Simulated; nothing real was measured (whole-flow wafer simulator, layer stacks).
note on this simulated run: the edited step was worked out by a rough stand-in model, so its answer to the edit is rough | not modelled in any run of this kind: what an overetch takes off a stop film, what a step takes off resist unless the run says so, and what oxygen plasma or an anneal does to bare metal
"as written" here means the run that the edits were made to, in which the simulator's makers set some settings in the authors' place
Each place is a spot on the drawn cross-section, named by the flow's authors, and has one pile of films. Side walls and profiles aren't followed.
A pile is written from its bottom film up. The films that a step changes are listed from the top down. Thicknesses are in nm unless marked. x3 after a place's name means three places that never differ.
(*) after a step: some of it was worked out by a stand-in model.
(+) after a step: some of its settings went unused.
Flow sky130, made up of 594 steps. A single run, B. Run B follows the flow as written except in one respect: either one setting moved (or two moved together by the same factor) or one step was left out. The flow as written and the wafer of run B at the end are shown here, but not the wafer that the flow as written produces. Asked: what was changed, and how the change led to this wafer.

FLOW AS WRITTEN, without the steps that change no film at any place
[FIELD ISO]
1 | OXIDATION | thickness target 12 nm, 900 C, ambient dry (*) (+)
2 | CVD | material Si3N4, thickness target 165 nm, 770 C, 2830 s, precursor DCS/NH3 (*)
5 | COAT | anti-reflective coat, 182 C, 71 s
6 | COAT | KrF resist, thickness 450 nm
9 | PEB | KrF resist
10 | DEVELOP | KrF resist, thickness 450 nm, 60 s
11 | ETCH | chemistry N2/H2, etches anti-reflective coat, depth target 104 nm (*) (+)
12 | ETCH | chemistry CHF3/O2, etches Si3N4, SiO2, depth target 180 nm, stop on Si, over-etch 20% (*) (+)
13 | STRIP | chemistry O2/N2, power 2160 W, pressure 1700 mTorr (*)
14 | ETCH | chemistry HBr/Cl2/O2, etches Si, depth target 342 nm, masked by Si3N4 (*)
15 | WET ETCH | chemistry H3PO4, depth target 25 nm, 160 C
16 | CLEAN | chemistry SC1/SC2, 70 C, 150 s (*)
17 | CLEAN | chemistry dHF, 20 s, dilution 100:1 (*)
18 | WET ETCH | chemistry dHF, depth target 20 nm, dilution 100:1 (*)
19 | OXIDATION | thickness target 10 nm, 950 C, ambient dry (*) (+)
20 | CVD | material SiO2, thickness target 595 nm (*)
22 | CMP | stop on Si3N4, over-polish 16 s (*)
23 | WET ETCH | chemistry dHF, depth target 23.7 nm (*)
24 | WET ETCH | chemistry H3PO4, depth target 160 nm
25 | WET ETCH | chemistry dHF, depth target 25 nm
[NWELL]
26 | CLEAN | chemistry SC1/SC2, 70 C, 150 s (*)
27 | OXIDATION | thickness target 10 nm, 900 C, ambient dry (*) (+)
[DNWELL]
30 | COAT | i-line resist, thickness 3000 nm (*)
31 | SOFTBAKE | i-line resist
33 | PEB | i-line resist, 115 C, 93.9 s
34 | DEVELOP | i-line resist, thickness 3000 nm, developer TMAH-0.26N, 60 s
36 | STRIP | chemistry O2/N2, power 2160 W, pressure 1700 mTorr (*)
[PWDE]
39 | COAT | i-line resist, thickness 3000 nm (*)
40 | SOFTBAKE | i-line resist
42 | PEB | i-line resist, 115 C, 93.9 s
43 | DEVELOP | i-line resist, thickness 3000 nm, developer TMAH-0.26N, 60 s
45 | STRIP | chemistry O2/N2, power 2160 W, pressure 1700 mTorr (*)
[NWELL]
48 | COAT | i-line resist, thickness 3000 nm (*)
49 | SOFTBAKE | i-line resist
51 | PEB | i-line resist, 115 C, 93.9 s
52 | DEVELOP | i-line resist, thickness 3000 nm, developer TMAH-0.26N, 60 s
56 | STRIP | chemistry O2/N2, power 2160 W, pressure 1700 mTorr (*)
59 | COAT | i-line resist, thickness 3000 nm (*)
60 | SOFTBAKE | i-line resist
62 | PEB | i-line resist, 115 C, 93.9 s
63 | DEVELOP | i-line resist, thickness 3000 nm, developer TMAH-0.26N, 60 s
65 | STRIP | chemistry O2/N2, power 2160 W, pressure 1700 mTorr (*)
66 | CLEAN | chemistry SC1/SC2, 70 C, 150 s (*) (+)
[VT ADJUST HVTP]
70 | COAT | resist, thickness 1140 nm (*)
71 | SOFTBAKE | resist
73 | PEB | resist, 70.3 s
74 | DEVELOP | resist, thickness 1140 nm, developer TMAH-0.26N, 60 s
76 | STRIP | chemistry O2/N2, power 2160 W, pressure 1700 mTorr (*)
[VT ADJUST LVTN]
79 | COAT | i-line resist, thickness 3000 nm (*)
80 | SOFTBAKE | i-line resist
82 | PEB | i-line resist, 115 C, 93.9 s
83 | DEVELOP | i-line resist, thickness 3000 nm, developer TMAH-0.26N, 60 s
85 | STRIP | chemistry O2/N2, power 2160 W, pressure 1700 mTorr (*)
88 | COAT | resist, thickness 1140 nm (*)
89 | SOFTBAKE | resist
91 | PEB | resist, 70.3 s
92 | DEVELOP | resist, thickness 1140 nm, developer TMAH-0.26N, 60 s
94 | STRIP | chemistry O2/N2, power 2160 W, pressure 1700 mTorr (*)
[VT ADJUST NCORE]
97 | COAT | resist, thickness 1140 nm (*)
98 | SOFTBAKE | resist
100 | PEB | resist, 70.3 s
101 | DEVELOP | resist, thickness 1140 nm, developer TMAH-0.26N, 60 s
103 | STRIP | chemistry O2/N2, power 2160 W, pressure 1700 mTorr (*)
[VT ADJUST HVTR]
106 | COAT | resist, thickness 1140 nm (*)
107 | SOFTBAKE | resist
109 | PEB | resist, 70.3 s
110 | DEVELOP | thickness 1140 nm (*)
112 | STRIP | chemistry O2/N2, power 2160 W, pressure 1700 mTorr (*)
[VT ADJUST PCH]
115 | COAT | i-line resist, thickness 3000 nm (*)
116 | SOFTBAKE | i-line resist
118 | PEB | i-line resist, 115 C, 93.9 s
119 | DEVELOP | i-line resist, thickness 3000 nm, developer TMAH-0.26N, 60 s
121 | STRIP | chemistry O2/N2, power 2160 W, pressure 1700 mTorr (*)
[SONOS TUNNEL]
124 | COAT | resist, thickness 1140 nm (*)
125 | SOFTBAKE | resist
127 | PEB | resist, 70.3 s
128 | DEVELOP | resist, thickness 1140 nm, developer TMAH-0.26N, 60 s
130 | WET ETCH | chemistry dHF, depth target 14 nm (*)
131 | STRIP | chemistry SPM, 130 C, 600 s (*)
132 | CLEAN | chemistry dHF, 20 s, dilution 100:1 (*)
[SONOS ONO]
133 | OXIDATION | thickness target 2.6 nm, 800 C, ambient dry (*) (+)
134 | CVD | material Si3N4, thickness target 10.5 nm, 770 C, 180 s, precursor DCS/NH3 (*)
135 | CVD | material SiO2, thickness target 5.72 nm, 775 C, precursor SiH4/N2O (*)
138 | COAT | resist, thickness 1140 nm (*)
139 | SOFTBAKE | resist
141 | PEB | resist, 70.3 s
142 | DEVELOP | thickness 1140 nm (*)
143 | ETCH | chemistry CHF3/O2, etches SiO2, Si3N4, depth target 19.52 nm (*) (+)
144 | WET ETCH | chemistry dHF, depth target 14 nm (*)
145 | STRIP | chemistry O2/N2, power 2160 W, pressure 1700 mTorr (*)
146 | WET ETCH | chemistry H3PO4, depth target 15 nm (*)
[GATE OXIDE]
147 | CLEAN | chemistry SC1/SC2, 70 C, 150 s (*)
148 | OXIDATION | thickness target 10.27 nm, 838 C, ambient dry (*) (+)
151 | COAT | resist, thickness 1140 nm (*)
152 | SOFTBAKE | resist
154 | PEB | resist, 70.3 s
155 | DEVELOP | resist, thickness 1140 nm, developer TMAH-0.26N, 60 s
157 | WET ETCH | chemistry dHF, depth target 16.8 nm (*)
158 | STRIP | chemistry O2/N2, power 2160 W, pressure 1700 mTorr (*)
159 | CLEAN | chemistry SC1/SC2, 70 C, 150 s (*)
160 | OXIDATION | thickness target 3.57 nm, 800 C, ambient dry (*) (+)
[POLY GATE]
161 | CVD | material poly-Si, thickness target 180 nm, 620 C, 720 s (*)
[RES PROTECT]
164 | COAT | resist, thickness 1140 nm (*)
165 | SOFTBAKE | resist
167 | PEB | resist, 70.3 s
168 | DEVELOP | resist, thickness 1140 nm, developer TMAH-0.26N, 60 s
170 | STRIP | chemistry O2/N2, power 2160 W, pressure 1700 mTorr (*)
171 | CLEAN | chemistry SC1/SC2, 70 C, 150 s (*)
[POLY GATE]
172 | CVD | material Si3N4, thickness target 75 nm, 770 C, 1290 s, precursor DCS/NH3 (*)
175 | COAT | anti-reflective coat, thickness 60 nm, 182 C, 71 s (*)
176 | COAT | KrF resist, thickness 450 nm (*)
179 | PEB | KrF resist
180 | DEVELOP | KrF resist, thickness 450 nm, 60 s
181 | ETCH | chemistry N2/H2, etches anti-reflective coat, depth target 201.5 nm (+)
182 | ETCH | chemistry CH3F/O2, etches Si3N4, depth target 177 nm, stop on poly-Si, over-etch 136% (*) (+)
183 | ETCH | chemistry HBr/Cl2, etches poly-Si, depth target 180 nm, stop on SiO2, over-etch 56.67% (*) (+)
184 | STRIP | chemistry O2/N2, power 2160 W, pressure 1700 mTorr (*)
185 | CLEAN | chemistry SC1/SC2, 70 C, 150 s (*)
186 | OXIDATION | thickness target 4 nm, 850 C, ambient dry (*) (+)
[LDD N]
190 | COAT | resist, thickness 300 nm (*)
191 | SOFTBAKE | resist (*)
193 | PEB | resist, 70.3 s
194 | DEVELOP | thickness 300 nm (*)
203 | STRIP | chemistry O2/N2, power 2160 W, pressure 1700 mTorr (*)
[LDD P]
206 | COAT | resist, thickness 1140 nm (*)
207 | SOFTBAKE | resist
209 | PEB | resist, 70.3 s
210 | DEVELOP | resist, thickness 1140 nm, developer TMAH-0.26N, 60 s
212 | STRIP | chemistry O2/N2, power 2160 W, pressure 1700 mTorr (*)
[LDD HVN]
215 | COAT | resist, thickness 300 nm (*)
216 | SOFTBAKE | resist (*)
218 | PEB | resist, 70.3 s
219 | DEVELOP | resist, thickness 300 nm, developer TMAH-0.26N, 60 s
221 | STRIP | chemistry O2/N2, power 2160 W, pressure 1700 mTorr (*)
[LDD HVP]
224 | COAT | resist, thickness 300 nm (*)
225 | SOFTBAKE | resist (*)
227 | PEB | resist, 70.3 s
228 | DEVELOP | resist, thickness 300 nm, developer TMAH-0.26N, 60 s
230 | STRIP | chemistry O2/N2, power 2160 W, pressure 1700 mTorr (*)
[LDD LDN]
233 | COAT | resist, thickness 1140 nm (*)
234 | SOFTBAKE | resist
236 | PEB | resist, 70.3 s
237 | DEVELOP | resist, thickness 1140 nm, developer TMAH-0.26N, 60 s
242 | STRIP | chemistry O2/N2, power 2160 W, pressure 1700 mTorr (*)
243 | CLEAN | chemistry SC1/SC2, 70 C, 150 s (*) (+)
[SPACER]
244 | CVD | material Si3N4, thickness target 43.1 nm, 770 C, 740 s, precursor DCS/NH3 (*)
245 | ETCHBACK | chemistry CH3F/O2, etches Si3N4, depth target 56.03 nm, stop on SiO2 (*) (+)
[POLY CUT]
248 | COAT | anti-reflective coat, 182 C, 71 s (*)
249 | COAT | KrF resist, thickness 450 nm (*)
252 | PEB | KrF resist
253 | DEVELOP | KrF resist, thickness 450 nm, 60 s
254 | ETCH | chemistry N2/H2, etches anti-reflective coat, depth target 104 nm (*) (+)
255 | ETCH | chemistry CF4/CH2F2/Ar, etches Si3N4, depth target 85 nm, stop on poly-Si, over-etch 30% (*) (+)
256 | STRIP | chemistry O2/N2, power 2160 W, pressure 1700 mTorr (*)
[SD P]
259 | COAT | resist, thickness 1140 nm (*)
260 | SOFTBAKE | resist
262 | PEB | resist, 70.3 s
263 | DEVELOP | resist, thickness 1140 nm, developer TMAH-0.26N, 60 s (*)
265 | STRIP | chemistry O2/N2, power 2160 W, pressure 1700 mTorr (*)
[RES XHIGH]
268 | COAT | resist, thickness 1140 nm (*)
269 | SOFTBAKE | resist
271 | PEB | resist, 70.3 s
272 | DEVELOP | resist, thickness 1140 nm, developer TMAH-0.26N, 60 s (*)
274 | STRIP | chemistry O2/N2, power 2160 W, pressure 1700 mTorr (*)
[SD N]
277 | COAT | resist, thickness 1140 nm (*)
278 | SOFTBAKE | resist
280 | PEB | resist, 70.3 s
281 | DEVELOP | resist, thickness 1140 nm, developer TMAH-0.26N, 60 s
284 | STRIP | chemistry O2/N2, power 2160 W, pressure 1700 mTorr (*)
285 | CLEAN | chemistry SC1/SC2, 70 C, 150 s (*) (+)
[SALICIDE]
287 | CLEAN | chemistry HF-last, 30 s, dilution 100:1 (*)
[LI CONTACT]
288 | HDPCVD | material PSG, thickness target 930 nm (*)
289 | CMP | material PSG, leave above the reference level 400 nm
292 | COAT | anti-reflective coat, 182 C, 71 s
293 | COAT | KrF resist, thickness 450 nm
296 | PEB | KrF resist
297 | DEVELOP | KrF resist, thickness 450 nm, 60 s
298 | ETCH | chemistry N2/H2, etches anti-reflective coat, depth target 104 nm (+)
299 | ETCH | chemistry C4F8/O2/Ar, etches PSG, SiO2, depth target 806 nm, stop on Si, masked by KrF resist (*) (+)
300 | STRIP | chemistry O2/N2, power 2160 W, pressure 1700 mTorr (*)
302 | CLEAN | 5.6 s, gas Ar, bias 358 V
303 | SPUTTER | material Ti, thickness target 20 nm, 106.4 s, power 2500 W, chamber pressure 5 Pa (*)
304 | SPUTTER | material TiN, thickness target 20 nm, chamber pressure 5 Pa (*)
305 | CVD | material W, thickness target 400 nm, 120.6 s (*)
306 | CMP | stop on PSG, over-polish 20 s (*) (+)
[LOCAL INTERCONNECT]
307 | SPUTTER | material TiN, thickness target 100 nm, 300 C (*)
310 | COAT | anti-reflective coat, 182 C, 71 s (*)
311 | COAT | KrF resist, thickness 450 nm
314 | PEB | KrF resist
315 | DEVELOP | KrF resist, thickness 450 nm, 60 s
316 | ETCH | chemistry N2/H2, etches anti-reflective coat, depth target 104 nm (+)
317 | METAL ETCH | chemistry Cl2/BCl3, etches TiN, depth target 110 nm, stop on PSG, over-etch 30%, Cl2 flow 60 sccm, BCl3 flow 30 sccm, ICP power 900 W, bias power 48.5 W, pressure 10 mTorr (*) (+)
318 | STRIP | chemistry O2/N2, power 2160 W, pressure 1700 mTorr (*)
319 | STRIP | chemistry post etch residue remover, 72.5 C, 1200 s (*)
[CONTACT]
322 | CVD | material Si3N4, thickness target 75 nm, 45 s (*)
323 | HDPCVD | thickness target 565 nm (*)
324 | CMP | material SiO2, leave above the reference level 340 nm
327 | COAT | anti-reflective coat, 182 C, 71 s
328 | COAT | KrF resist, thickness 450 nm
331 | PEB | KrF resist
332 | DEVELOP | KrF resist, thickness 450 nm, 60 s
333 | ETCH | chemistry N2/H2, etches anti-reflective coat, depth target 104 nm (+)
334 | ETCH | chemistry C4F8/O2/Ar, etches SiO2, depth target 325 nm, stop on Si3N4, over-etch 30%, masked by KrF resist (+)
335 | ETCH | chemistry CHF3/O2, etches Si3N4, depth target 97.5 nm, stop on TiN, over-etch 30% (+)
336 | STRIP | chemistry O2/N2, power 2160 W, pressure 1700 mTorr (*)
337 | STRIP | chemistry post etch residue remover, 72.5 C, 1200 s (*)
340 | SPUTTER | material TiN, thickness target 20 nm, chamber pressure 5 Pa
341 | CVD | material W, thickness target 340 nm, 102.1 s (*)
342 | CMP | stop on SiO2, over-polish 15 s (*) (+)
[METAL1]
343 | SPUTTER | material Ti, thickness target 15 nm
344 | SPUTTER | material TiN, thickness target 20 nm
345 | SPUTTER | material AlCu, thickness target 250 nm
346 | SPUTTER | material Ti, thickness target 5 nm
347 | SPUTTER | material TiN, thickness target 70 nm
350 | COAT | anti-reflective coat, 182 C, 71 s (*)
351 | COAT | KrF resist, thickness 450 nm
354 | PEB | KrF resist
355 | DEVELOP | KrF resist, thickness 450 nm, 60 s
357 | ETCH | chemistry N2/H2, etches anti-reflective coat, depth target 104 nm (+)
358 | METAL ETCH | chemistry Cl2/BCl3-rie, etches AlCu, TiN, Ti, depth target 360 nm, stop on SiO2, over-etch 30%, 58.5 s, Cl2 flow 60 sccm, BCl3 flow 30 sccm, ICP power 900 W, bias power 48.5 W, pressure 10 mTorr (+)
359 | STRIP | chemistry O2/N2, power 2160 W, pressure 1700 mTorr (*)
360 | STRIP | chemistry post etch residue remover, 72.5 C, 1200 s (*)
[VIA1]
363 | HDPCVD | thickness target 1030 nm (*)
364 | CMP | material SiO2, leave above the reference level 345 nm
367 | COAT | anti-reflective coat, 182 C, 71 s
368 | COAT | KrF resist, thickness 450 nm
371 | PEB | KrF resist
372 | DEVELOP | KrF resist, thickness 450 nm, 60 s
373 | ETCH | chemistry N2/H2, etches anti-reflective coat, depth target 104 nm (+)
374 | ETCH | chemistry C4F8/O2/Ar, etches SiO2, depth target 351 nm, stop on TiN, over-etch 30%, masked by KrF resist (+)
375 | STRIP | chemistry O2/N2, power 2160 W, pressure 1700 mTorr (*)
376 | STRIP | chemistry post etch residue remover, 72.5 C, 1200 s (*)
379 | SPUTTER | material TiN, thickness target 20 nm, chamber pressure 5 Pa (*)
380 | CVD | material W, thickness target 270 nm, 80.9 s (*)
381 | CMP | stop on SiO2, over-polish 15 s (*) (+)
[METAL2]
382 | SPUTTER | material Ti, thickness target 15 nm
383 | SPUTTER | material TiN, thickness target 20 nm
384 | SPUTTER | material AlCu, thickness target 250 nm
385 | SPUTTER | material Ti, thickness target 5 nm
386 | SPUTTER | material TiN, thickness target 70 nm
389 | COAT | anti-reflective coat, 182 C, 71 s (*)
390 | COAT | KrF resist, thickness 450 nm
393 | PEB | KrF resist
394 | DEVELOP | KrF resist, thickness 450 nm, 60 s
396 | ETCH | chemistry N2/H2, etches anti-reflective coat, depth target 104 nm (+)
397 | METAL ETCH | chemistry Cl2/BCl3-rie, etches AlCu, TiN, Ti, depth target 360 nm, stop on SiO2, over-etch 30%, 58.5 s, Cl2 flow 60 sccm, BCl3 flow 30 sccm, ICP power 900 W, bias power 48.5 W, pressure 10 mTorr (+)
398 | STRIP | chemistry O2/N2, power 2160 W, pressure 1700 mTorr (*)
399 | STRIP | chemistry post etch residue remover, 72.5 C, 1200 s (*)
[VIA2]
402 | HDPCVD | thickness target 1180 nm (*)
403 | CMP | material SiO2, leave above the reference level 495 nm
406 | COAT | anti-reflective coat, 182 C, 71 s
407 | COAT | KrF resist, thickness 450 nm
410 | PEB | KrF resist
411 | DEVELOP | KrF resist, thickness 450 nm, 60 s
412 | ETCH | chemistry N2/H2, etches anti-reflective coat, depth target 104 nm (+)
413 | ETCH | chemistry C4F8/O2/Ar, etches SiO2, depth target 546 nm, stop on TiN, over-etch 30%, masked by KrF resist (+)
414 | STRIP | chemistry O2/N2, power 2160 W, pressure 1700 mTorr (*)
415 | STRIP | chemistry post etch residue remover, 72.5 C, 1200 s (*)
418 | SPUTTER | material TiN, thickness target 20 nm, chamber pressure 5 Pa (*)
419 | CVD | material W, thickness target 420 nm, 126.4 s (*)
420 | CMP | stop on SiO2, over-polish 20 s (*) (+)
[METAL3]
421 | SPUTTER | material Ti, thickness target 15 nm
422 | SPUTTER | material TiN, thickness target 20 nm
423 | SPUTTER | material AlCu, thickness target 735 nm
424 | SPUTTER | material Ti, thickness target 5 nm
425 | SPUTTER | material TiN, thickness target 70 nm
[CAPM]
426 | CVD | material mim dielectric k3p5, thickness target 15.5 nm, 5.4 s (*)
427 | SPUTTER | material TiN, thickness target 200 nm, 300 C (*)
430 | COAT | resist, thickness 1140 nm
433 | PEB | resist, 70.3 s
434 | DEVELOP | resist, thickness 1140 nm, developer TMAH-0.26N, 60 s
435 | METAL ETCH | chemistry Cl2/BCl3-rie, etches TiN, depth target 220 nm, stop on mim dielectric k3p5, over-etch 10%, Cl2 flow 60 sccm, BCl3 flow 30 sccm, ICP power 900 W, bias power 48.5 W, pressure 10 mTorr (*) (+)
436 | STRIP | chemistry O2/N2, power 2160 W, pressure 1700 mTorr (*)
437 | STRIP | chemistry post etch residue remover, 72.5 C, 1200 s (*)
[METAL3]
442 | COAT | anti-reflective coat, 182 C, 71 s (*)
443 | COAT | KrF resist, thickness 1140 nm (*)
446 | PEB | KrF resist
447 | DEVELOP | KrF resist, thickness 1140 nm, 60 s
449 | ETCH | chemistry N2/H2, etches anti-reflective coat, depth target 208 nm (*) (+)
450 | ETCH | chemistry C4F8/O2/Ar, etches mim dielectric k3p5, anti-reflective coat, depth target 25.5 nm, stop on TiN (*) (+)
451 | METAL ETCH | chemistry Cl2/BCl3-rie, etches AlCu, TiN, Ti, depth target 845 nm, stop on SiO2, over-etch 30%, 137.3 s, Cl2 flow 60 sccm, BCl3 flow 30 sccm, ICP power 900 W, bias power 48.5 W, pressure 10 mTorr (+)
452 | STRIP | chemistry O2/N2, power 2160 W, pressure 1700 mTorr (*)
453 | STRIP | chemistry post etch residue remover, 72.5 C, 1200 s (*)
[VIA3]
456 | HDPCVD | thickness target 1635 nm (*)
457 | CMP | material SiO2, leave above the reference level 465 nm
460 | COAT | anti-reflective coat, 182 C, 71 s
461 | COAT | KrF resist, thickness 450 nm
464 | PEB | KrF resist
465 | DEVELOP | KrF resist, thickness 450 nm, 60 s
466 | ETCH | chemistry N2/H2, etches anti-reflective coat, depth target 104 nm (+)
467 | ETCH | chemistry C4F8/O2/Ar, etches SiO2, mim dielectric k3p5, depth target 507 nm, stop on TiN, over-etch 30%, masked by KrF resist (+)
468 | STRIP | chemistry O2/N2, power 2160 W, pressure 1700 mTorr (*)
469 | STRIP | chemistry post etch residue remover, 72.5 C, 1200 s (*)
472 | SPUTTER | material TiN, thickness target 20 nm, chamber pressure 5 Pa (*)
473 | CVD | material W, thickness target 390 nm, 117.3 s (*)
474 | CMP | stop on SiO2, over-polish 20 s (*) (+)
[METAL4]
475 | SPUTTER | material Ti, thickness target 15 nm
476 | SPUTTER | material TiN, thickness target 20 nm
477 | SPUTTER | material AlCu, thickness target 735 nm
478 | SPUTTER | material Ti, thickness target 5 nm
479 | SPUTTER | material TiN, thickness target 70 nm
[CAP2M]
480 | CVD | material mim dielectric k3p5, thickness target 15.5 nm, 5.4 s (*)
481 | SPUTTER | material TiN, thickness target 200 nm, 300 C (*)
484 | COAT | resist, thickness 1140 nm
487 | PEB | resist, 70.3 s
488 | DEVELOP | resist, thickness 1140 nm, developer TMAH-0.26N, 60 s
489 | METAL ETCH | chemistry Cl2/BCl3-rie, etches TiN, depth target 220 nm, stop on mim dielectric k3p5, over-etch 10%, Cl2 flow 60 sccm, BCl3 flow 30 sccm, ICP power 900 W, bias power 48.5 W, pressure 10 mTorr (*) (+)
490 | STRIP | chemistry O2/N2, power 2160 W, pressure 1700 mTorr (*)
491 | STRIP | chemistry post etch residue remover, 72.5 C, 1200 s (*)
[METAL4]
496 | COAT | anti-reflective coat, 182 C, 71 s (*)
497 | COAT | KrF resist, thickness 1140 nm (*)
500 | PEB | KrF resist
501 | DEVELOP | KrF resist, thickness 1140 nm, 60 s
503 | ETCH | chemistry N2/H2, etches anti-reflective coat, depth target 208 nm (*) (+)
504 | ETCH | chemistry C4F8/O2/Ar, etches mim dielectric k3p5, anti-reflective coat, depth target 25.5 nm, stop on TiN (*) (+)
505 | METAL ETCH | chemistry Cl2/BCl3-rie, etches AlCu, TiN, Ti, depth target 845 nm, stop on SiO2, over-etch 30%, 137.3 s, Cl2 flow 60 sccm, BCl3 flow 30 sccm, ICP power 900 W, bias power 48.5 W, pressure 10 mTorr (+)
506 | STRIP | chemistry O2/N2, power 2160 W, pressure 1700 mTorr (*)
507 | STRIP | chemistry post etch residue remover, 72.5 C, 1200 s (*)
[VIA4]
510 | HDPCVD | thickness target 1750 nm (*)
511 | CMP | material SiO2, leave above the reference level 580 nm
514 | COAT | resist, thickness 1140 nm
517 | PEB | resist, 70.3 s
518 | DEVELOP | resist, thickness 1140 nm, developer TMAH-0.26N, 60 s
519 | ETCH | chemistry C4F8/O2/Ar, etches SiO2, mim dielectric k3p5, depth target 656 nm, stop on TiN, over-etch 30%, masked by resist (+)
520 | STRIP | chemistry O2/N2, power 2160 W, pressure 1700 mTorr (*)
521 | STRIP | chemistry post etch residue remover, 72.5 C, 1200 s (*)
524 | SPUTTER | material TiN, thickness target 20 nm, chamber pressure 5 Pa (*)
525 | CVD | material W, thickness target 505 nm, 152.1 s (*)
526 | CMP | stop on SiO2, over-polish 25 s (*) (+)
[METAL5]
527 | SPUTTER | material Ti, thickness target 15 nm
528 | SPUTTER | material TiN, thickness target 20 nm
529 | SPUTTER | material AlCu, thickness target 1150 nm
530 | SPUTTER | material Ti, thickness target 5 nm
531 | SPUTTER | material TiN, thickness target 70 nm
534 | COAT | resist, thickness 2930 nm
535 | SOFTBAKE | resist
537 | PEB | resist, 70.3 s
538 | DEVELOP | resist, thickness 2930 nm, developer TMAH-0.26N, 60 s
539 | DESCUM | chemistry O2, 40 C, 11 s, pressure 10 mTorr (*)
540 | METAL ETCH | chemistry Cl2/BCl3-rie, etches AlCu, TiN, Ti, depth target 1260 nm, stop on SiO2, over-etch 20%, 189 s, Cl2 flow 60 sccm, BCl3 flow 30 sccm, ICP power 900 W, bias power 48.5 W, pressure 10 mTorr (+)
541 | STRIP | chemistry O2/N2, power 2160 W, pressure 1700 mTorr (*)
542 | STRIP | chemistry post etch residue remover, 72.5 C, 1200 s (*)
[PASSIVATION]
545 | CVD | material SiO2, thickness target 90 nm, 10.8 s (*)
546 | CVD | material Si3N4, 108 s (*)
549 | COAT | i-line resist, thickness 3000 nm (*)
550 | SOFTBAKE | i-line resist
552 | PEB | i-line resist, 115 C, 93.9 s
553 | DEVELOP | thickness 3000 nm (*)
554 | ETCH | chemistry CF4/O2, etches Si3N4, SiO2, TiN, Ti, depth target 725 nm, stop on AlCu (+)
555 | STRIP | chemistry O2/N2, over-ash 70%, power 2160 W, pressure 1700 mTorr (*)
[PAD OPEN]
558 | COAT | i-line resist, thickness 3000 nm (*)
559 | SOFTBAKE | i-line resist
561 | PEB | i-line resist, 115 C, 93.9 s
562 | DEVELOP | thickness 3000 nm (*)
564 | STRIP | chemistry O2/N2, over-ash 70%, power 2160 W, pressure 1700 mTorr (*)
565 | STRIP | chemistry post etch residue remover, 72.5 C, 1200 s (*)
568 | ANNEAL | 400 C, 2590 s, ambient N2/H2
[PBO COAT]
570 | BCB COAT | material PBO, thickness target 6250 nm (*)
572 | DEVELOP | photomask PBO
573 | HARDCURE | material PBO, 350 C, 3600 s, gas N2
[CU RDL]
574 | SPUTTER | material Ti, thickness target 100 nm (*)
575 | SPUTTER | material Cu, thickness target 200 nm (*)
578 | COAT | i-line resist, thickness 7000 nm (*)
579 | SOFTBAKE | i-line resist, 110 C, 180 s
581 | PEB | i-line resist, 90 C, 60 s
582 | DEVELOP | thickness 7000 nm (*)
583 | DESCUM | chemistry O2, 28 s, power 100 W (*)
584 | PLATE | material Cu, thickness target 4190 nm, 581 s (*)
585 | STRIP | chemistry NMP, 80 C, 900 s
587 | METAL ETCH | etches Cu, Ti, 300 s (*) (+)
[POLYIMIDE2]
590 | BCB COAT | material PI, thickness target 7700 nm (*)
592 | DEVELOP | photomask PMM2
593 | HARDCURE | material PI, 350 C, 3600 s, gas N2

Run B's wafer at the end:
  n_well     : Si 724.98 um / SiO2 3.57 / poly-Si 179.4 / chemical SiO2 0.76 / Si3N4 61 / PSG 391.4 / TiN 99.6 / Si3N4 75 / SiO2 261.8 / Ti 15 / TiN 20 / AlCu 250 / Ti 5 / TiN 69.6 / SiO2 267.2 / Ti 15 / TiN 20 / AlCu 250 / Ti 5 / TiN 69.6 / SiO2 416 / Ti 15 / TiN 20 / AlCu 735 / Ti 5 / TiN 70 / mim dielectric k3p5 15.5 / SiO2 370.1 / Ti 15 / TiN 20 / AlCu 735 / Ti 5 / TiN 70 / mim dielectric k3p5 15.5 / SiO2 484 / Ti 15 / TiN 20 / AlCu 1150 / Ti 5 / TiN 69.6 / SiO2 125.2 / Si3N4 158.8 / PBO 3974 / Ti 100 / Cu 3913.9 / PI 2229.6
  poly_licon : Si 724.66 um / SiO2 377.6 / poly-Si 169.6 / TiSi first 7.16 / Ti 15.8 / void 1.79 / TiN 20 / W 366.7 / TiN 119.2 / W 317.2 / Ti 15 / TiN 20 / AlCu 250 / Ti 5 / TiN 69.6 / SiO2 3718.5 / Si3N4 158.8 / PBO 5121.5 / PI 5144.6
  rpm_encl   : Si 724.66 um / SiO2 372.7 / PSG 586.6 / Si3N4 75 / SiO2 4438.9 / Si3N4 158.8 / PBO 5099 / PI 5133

The reason: step 575, SPUTTER: thickness target 114 nm was run, though the flow has thickness target 200 nm.

How this came from the change, step by step:
  575 | SPUTTER | material Cu, thickness target 200 nm (*)
      field, active, n_well and 190 more: +114 Cu (new film) (it would be, as written: +200 Cu (new film))
  587 | METAL ETCH | etches Cu, Ti, 300 s (*) (+)
      field, active, gate and 167 more: -114 Cu (all of it), -100 Ti (all of it) (it would be, as written: -200 Cu (all of it), -100 Ti (all of it))
  590 | BCB COAT | material PI, thickness target 7700 nm (*)
      n_well, p_well, sd_n, sd_p: +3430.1 PI (new film) (it would be, as written: +3344.1 PI (new film))
      mim: +3752.6 PI (new film) (it would be, as written: +3670.5 PI (new film))
      (and at 13 other places as well)
  593 | HARDCURE | material PI, 350 C, 3600 s, gas N2
      n_well, p_well, sd_n, sd_p: -1200.5 PI (it would be, as written: -1170.4 PI)
